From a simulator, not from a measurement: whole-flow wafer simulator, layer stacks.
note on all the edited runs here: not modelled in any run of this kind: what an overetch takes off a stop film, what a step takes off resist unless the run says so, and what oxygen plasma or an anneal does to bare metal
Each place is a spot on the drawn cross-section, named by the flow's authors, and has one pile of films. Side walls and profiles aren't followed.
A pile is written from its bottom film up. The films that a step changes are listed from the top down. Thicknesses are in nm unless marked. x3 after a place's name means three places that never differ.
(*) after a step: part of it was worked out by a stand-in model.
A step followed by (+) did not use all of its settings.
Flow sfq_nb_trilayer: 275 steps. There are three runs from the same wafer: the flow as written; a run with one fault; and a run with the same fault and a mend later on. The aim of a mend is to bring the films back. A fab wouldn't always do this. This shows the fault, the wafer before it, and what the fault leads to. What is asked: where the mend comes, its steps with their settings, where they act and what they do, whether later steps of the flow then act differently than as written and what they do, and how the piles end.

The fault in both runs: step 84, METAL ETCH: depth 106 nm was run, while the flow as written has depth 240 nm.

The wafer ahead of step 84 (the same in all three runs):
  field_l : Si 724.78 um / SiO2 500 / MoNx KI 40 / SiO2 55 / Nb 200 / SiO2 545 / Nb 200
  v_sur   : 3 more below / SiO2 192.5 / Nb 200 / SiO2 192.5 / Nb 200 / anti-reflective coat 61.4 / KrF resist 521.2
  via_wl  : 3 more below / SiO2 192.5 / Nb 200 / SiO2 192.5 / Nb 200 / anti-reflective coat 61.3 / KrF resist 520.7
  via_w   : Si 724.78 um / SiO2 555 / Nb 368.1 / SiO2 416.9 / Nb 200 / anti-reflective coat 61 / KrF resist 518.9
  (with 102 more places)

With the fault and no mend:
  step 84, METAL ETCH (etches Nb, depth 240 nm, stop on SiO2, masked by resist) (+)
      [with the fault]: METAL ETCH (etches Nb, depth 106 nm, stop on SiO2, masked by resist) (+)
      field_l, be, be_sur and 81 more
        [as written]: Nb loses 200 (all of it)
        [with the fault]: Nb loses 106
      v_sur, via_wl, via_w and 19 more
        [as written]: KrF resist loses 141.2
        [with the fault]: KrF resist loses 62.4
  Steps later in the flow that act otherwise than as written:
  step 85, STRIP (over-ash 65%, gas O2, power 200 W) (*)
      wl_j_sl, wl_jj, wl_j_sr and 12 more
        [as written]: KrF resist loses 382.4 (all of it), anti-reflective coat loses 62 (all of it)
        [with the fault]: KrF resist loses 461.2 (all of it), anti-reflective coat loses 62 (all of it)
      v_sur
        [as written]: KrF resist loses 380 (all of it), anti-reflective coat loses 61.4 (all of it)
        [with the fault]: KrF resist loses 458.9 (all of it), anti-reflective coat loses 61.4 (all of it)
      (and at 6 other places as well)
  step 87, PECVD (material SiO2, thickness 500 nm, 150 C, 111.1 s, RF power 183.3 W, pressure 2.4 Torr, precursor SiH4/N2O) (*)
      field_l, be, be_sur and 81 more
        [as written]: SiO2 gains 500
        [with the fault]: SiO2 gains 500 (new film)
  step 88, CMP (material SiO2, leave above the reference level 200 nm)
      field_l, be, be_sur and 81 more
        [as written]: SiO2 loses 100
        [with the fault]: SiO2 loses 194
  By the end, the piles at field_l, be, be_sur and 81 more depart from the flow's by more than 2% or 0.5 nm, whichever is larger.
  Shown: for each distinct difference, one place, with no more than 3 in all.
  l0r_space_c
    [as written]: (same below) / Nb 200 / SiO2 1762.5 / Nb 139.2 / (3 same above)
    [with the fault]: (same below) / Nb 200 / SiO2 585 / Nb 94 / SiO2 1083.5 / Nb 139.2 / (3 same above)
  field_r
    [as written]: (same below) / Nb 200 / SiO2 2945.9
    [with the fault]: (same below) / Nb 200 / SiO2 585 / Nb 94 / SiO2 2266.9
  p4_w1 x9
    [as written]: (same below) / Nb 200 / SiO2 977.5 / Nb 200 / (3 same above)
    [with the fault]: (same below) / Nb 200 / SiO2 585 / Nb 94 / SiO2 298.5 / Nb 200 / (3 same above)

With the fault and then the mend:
  The mend follows step 84.
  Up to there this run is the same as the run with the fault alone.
  step 84a, METAL ETCH (etches Nb, depth 134 nm, stop on SiO2, masked by resist) (+) (a further turn of the flow's step 84, with different settings)
      field_l, be, be_sur and 81 more
        Nb loses 94 (all of it)
      v_sur, via_wl, via_w and 19 more
        KrF resist loses 78.8
  Later steps of the flow that are run all act as written at every place that is followed.
  By the end, the piles equal the flow's at every place that both follow.
